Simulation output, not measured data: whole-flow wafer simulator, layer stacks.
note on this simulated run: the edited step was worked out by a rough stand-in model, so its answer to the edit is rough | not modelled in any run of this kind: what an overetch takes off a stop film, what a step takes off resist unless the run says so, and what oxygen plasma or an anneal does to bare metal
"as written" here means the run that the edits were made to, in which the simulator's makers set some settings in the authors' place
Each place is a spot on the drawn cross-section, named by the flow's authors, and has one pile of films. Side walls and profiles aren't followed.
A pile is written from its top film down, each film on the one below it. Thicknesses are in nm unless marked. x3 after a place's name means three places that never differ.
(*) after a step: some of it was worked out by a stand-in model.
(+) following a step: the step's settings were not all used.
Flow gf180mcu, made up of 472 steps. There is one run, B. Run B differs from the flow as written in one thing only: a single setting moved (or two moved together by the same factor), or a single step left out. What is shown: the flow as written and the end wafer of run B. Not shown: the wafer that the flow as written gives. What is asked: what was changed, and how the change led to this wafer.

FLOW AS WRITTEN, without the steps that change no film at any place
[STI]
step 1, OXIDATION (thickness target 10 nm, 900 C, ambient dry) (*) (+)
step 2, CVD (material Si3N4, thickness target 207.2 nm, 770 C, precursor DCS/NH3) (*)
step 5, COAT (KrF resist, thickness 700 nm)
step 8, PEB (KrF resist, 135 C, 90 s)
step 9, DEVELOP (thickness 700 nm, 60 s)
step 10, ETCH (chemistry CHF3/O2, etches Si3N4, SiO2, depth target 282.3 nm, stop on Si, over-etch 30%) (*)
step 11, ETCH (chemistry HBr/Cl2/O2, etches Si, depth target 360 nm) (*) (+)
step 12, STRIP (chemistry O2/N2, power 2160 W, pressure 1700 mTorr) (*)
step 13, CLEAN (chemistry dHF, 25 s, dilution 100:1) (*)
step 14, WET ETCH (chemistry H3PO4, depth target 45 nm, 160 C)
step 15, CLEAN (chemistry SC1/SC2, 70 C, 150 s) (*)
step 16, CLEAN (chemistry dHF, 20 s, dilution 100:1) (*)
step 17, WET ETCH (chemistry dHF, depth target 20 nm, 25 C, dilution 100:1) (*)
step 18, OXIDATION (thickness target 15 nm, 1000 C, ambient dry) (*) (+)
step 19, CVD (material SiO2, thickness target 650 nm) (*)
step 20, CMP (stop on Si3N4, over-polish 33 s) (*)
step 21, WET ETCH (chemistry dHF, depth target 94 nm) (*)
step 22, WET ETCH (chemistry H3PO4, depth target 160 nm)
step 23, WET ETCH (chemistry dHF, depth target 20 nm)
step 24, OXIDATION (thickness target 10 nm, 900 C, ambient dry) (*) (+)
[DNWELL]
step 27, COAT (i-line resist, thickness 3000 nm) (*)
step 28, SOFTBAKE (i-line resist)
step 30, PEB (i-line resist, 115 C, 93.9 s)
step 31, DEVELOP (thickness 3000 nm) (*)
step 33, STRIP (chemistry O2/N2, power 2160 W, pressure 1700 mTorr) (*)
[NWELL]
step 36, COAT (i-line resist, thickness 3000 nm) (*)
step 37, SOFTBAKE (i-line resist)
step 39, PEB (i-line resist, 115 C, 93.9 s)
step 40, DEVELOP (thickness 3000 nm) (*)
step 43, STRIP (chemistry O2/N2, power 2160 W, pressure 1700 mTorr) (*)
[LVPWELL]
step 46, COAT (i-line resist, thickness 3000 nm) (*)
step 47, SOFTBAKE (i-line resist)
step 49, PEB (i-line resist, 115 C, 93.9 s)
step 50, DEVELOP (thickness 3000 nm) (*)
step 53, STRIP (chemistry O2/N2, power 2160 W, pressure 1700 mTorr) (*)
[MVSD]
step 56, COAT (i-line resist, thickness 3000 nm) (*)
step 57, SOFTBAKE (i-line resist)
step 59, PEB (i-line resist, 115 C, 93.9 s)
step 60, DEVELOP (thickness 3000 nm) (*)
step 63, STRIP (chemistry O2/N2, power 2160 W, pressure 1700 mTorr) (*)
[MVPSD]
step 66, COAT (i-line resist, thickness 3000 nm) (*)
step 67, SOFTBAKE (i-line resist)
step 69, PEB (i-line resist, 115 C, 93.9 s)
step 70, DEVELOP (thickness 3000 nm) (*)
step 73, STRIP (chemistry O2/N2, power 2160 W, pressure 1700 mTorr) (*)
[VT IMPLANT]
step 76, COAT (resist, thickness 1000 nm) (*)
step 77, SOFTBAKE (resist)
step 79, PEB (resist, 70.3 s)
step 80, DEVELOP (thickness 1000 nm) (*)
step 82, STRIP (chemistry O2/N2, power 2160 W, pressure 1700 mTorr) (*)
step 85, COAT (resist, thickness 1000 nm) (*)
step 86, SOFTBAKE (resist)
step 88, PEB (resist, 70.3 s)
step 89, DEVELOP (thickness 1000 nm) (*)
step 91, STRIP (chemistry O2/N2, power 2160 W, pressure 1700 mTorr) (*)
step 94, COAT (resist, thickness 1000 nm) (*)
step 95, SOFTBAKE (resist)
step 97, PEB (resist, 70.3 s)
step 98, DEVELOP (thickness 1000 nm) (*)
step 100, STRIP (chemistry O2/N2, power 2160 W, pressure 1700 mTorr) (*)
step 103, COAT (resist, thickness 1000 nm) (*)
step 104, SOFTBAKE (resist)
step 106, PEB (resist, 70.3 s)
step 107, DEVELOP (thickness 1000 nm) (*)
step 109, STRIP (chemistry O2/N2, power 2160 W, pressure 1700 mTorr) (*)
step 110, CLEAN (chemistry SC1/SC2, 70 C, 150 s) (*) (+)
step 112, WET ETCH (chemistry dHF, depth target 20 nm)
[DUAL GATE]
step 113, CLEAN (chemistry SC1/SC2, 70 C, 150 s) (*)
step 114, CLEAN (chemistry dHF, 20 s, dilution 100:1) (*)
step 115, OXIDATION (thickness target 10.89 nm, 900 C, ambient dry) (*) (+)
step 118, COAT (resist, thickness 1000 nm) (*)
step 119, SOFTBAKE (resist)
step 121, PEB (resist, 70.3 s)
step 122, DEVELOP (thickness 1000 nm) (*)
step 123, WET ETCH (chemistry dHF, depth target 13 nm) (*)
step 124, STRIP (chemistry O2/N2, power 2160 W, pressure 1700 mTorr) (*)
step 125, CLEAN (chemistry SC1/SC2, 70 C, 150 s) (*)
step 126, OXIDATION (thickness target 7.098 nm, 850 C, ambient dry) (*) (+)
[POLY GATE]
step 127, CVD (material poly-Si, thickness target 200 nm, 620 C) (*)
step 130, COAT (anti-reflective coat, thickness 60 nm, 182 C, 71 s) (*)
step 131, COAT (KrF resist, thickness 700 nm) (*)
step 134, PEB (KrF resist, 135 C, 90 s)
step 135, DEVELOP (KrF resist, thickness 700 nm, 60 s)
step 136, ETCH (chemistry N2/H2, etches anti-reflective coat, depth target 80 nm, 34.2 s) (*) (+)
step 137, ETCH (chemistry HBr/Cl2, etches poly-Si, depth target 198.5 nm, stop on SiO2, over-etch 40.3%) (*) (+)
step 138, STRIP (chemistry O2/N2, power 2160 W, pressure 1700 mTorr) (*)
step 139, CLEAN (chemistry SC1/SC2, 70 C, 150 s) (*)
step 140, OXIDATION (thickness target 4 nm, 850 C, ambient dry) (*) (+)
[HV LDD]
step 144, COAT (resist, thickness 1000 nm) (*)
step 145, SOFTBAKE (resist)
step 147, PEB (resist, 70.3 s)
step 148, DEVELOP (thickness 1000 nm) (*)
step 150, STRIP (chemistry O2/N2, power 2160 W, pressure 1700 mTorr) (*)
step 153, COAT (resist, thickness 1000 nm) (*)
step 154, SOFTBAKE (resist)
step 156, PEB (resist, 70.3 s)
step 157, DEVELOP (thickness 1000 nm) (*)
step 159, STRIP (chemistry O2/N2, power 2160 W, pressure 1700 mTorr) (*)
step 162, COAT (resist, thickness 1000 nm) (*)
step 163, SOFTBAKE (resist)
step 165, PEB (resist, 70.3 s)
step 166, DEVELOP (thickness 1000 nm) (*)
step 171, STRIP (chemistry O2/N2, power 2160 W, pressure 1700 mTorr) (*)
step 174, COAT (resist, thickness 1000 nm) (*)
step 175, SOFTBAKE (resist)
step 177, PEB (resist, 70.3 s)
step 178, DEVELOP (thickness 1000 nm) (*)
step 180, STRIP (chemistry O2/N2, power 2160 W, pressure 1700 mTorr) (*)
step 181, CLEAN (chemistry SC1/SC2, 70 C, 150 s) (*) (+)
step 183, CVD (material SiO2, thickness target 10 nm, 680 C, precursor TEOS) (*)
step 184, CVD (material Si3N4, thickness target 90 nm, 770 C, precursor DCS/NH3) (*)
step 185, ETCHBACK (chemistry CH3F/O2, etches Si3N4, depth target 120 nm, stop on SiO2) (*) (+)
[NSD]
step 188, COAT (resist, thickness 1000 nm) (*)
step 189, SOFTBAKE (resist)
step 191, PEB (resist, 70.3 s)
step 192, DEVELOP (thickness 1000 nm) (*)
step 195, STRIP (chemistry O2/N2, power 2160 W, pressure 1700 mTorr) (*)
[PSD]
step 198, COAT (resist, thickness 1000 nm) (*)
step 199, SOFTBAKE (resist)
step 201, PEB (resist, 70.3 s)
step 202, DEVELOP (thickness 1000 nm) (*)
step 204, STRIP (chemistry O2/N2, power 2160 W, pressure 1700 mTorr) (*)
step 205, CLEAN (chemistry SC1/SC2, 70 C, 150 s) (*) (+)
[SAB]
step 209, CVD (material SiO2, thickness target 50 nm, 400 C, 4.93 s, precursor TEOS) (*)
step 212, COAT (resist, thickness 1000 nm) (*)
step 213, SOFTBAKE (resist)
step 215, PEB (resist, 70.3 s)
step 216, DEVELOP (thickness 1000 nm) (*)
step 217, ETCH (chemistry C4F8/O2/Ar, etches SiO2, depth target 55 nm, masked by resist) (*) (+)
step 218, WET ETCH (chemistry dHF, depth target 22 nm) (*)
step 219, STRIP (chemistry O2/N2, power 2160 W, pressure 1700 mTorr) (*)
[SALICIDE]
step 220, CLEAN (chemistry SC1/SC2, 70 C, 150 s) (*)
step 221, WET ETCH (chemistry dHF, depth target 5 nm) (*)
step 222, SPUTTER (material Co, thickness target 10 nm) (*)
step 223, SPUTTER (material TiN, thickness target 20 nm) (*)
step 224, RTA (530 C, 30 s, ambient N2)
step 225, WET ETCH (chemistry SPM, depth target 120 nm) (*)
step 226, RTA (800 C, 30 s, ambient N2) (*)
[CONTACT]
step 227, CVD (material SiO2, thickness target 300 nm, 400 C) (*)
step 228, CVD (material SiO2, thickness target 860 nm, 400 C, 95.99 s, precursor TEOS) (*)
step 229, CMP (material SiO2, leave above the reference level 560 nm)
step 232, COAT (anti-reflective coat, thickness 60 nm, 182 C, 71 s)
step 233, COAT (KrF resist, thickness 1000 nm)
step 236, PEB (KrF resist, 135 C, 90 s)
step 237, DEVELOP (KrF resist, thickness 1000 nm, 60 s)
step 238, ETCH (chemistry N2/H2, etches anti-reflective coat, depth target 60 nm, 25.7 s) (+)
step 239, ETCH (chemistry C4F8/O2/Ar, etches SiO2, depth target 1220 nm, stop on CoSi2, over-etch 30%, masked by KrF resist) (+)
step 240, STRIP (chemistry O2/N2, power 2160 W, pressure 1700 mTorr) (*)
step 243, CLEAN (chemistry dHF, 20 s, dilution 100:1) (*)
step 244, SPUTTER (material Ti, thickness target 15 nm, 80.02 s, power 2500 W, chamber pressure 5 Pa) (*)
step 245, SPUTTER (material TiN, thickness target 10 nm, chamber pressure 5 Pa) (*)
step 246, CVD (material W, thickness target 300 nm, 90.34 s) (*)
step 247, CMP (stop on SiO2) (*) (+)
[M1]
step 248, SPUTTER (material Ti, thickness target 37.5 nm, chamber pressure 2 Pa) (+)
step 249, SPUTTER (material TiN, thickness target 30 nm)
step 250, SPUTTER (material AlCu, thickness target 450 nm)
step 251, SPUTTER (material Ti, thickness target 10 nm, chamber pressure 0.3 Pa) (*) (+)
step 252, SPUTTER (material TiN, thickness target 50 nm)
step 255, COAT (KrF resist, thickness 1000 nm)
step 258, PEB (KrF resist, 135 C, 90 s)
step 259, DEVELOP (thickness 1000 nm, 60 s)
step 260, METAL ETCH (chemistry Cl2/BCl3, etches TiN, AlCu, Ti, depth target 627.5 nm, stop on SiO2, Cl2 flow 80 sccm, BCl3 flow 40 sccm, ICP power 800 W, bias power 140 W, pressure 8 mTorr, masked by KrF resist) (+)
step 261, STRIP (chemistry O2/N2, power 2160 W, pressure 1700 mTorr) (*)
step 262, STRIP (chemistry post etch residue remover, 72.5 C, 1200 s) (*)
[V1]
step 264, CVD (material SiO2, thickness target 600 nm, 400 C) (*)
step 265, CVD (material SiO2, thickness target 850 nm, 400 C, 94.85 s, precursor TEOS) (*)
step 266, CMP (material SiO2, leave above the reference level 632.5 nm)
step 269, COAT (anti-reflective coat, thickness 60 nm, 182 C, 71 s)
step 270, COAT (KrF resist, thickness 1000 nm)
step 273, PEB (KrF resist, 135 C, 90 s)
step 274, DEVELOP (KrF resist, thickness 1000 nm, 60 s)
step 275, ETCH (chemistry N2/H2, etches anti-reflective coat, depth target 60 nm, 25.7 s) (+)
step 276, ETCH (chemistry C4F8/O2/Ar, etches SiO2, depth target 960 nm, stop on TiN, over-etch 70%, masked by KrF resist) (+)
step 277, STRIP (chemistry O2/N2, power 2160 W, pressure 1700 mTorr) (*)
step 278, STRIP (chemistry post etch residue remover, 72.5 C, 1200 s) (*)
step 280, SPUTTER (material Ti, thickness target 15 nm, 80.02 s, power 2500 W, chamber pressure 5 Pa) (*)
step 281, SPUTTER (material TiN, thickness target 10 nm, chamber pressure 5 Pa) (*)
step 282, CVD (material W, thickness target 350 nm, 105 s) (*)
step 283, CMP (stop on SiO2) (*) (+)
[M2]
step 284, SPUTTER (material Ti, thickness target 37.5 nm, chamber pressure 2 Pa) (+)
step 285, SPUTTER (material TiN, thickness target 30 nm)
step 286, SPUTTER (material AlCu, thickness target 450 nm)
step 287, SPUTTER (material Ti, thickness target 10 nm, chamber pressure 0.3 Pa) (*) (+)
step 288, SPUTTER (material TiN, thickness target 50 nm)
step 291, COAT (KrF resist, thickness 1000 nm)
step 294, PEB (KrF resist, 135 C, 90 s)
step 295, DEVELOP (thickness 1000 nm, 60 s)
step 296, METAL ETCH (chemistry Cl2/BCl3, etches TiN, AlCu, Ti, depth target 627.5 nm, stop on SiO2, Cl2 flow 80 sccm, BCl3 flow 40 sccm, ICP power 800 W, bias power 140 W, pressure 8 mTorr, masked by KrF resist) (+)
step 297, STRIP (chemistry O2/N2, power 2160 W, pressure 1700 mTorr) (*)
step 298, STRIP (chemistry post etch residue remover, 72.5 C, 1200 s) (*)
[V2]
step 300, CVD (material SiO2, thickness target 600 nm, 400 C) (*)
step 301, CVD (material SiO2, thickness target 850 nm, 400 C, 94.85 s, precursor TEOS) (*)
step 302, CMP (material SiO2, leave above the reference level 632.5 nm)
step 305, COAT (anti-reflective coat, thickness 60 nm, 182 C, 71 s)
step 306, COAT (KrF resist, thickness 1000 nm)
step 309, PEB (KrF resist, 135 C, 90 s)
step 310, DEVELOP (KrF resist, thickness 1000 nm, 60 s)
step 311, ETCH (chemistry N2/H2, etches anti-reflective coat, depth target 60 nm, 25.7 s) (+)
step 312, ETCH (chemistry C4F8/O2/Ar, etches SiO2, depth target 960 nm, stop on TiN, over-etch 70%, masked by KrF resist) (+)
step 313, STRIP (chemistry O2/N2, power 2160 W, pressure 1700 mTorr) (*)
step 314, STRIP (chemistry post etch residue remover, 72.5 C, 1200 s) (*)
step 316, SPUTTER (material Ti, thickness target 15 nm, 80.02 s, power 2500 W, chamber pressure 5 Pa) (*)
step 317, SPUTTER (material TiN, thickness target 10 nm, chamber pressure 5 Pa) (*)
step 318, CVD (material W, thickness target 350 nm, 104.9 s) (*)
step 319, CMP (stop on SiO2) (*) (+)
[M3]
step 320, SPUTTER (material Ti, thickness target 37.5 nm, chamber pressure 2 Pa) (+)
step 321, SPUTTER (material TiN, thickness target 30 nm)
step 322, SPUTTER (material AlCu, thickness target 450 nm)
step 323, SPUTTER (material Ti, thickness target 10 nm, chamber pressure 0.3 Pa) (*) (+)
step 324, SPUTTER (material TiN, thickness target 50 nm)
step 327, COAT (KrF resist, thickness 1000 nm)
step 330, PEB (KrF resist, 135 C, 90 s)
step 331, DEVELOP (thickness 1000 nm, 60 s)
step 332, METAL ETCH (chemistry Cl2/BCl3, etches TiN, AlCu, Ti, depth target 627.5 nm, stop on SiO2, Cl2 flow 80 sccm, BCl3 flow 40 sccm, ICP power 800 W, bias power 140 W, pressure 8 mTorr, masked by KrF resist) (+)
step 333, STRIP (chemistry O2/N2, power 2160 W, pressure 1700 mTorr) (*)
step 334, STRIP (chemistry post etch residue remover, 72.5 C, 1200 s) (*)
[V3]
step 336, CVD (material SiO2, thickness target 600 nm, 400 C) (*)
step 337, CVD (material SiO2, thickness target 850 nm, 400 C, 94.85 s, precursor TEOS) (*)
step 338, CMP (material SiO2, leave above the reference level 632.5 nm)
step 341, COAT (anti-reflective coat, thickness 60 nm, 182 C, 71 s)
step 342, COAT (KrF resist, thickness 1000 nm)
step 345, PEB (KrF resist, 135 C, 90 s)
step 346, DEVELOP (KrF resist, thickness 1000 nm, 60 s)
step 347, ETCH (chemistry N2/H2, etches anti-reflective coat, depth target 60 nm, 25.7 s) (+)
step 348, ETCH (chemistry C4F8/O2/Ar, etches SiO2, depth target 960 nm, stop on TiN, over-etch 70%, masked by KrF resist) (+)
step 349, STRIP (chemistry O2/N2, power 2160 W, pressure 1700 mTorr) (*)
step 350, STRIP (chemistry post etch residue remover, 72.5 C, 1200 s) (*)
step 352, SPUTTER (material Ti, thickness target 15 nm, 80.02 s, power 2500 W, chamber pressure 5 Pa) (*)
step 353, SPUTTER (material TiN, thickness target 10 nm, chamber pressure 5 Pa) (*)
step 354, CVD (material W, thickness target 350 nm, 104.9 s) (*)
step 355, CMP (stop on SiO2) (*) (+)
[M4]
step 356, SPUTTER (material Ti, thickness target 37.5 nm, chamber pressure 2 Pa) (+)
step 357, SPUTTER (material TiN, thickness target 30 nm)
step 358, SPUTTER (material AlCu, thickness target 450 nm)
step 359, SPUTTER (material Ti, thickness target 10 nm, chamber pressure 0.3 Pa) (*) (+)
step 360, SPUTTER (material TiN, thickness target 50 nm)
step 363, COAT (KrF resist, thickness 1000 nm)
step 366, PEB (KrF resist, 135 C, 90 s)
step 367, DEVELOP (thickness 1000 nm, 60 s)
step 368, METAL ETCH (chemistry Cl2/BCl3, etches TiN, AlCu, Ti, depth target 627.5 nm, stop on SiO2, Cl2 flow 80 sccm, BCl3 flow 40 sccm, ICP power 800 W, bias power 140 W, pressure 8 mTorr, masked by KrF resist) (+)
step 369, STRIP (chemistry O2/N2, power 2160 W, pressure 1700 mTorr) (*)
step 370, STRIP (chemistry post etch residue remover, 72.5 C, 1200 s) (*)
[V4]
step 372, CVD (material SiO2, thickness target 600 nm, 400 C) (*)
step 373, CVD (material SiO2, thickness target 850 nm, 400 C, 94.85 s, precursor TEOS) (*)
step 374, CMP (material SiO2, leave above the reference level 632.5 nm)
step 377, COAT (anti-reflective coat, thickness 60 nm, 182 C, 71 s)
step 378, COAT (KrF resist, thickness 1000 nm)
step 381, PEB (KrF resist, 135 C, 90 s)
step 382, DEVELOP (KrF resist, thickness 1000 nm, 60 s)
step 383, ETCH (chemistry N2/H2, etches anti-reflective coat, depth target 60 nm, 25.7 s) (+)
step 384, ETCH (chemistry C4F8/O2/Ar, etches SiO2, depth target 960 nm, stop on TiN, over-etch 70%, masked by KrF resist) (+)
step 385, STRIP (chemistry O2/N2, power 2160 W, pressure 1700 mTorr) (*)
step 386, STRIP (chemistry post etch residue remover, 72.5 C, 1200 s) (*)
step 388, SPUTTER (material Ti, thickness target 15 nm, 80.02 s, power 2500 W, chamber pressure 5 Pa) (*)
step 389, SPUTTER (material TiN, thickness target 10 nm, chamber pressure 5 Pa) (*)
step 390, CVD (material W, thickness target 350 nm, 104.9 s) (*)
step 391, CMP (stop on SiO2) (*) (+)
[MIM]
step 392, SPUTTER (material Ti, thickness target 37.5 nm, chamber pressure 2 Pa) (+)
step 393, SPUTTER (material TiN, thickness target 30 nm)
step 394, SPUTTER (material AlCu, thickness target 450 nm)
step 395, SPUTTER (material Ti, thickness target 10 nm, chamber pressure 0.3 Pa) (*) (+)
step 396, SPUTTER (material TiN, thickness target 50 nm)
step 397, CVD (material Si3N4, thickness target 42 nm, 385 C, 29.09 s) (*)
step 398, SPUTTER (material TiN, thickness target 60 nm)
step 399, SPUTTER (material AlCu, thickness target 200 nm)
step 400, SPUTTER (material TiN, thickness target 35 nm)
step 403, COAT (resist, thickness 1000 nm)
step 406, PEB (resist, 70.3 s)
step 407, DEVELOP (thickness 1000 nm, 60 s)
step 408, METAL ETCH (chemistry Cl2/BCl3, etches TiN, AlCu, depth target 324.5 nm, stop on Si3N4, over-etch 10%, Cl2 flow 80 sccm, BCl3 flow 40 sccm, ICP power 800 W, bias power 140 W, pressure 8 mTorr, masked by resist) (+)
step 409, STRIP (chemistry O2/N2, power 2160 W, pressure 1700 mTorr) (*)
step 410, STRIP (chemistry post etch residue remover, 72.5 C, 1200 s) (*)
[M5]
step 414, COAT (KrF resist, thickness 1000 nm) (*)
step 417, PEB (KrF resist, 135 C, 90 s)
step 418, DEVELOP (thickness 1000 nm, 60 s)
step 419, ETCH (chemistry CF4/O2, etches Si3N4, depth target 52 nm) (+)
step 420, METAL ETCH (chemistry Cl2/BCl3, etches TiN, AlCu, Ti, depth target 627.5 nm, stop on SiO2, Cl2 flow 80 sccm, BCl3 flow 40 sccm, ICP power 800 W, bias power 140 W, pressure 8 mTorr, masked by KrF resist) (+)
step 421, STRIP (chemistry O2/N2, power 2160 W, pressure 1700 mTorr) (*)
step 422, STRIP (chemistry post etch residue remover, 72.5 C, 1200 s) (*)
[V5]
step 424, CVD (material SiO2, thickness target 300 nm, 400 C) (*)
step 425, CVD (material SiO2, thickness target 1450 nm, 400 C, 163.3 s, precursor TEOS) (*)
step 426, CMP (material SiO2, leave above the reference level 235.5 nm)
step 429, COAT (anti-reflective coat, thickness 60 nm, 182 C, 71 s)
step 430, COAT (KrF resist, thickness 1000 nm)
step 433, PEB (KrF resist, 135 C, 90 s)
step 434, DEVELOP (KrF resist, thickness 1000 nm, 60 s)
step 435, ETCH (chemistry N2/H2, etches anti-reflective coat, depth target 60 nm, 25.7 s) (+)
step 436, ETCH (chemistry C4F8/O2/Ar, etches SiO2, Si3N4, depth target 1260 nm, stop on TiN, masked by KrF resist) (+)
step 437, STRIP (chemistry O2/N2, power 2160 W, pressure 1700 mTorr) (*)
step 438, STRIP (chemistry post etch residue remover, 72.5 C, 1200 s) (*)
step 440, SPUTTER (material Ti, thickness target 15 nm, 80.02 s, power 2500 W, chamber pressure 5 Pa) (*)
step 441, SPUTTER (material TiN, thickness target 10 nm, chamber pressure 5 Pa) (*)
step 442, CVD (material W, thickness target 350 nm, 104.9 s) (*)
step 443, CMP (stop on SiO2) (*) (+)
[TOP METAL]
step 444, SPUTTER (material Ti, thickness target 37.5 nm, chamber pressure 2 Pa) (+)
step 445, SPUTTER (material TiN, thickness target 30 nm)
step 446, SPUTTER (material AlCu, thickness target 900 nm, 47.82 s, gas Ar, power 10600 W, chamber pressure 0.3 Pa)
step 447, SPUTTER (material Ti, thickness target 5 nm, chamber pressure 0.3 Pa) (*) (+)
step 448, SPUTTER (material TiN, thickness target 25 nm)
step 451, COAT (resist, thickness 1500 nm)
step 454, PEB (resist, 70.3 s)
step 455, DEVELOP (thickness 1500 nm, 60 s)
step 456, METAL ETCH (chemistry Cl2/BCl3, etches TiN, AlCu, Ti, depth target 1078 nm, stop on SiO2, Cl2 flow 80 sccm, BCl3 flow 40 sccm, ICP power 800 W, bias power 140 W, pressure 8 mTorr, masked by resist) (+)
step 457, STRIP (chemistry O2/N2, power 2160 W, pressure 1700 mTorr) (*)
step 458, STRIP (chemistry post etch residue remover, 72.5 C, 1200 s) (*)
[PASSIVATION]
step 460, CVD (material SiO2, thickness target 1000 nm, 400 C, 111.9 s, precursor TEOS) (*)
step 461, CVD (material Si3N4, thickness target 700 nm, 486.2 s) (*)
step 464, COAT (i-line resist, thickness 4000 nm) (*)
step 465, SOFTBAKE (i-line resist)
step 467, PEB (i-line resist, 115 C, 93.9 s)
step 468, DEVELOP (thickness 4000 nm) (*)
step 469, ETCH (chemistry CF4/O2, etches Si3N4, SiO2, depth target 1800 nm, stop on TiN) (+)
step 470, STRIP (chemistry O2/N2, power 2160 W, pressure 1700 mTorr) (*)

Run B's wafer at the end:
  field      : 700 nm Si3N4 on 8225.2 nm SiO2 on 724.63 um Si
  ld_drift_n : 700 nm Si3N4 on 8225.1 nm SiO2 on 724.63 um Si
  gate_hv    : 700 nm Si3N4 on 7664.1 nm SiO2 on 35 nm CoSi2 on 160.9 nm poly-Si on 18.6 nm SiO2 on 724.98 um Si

The reason: step 126, OXIDATION: 914 C was run, whereas the flow has 850 C.

The path from the change to this, step by step:
  step 126, OXIDATION (thickness target 7.098 nm, 850 C, ambient dry) (*) (+)
      gate_hv, active_hv, active_nat and 25 more: +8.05 SiO2, -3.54 Si (in the flow as written it would be: +3.72 SiO2, -1.64 Si)
      active, n_well, p_well and 12 more: +13.1 SiO2 (new film), -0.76 chemical SiO2 (all of it), -5.43 Si (in the flow as written it would be: +7.1 SiO2 (new film), -0.76 chemical SiO2 (all of it), -2.79 Si)
      (as well as at 49 more places)
  step 130, COAT (anti-reflective coat, thickness 60 nm, 182 C, 71 s) (*)
      p_well, spacer, sd_n: +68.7 anti-reflective coat (new film) (in the flow as written it would be: +70.9 anti-reflective coat (new film))
      ld_fp_p, ld_drift_p: +48.8 anti-reflective coat (new film) (in the flow as written it would be: +47.8 anti-reflective coat (new film))
      (as well as at 15 more places)
  step 136, ETCH (chemistry N2/H2, etches anti-reflective coat, depth target 80 nm, 34.2 s) (*) (+)
      p_well, spacer, sd_n: -68.7 anti-reflective coat (all of it), -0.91 poly-Si (in the flow as written it would be: -70.9 anti-reflective coat (all of it), -0.85 poly-Si)
      ldn_dft, ldp_dft: -49.7 anti-reflective coat (all of it), -1.39 poly-Si (in the flow as written it would be: -48.7 anti-reflective coat (all of it), -1.42 poly-Si)
      (as well as at 12 more places)
  step 138, STRIP (chemistry O2/N2, power 2160 W, pressure 1700 mTorr) (*)
      ld_fp_p: +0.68 chemical SiO2 (new film), -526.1 KrF resist (all of it), -48.8 anti-reflective coat (all of it), -0.3 poly-Si (in the flow as written it would be: +0.68 chemical SiO2 (new film), -526.2 KrF resist (all of it), -47.8 anti-reflective coat (all of it), -0.3 poly-Si)
      ldn_fp: +0.68 chemical SiO2 (new film), -530 KrF resist (all of it), -49.5 anti-reflective coat (all of it), -0.3 poly-Si (in the flow as written it would be: +0.68 chemical SiO2 (new film), -530.2 KrF resist (all of it), -48.5 anti-reflective coat (all of it), -0.3 poly-Si)
      (as well as at 1 more place)
  step 189, SOFTBAKE (resist)
      active_hv: -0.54 resist (in the flow as written it would be: +2.68 resist)
      active_nat: +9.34 resist (in the flow as written it would be: +5.49 resist)
  step 199, SOFTBAKE (resist)
      active_hv: -0.54 resist (in the flow as written it would be: +2.68 resist)
      active_nat: +9.34 resist (in the flow as written it would be: +5.49 resist)
  step 218, WET ETCH (chemistry dHF, depth target 22 nm) (*)
      active, p_well, sd_n, iso_ptap_pw, iso_ntap_nw, iso_ptap_sub, vpnp_e: -14.9 SiO2 (all of it) (in the flow as written it would be: -9.01 SiO2 (all of it))
      ldn_tap, ldn_src, ldn_drn, ldp_tap, ldp_src, ldp_drn, ldp_gr: -20.3 SiO2 (all of it) (in the flow as written it would be: -16 SiO2 (all of it))
      (as well as at 9 more places)
